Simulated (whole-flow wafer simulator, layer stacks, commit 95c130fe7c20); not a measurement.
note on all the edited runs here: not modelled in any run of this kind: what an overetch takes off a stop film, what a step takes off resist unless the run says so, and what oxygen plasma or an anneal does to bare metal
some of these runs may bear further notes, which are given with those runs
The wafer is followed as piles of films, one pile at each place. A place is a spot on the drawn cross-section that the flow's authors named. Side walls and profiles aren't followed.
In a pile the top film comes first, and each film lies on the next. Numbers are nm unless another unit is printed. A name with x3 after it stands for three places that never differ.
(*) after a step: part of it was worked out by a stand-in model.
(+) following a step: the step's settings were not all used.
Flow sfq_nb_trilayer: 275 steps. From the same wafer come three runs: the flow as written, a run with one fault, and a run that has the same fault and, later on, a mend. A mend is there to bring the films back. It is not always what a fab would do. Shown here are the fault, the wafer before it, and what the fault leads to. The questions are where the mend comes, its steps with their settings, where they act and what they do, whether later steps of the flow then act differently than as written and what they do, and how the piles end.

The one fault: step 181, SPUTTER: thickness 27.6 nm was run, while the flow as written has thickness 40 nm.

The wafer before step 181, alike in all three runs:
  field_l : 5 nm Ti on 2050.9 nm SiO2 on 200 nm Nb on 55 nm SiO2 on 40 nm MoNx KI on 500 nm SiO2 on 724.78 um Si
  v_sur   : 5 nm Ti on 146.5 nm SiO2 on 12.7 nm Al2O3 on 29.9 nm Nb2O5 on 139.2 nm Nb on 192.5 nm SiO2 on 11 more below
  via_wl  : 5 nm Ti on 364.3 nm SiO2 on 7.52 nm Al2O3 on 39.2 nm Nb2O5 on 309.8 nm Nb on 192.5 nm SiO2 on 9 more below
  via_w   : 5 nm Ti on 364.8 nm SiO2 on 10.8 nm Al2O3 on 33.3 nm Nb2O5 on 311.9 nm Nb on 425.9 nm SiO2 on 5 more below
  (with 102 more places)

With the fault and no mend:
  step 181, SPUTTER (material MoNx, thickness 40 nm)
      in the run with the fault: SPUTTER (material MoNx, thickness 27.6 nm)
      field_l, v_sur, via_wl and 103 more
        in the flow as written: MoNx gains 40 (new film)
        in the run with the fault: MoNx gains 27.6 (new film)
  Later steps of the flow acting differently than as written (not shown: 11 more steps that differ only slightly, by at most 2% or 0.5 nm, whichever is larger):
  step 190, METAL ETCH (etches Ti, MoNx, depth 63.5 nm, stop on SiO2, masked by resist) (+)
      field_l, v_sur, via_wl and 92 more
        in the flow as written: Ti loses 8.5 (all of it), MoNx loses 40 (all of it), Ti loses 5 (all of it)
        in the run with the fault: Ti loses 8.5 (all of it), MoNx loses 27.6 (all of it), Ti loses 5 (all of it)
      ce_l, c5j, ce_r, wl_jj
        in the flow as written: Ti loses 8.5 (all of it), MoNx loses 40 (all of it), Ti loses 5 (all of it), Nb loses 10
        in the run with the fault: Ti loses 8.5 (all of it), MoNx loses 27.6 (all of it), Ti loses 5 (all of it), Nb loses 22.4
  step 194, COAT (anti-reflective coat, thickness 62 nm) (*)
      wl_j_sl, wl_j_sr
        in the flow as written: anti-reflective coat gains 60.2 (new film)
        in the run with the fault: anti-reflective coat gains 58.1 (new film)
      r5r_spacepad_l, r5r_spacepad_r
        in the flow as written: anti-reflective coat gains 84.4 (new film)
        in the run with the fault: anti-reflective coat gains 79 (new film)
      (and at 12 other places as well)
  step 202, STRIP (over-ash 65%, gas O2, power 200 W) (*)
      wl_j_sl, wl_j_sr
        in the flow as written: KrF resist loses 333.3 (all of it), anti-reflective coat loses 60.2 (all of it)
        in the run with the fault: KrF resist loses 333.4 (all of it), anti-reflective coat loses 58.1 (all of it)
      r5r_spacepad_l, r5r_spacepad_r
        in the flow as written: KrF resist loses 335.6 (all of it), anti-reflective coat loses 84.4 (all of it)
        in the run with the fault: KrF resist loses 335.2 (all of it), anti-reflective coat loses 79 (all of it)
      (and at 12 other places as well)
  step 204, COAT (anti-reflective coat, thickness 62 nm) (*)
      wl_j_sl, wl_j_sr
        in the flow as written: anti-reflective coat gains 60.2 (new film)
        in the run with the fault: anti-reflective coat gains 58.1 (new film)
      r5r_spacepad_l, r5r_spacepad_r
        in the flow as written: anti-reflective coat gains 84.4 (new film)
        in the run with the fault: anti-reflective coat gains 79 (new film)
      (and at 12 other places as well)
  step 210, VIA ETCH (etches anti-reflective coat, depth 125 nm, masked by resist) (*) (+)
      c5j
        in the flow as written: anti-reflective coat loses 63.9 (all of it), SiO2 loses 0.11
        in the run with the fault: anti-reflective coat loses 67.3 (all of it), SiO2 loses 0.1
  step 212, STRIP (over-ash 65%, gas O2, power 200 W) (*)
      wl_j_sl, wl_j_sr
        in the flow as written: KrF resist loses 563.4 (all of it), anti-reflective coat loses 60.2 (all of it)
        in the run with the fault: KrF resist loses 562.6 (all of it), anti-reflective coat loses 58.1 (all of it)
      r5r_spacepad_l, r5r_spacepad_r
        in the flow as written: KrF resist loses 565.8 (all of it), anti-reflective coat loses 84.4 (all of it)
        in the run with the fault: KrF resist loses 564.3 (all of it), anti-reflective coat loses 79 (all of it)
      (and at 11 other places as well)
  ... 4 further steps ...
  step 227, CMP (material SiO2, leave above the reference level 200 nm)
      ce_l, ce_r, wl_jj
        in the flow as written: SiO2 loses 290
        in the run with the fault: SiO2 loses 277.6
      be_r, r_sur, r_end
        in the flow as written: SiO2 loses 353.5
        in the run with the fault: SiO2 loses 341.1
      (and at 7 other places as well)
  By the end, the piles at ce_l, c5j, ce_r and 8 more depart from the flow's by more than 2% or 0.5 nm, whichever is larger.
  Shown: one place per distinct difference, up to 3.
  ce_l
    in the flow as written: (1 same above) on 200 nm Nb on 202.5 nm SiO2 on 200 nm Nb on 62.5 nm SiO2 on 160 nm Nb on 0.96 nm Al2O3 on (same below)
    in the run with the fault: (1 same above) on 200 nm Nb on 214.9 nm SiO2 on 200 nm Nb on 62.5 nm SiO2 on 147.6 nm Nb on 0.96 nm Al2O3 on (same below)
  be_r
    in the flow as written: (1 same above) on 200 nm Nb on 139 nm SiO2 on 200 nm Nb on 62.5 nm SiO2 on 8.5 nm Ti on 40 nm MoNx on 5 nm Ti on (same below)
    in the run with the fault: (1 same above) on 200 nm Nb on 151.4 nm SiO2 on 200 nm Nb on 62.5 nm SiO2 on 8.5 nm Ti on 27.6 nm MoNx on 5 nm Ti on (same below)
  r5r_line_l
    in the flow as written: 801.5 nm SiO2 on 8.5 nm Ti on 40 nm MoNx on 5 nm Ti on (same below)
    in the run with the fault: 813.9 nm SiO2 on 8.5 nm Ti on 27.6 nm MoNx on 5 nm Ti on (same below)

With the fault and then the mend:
  The mend follows step 181.
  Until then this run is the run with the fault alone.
  step 181a, SPUTTER (material MoNx, thickness 12.4 nm) (the flow's step 181 again, with other settings)
      field_l, v_sur, via_wl and 103 more
        MoNx gains 12.4
  Later steps of the flow that are run all act as written at every place that is followed.
  At every place that both follow, the piles at the end match the flow's.
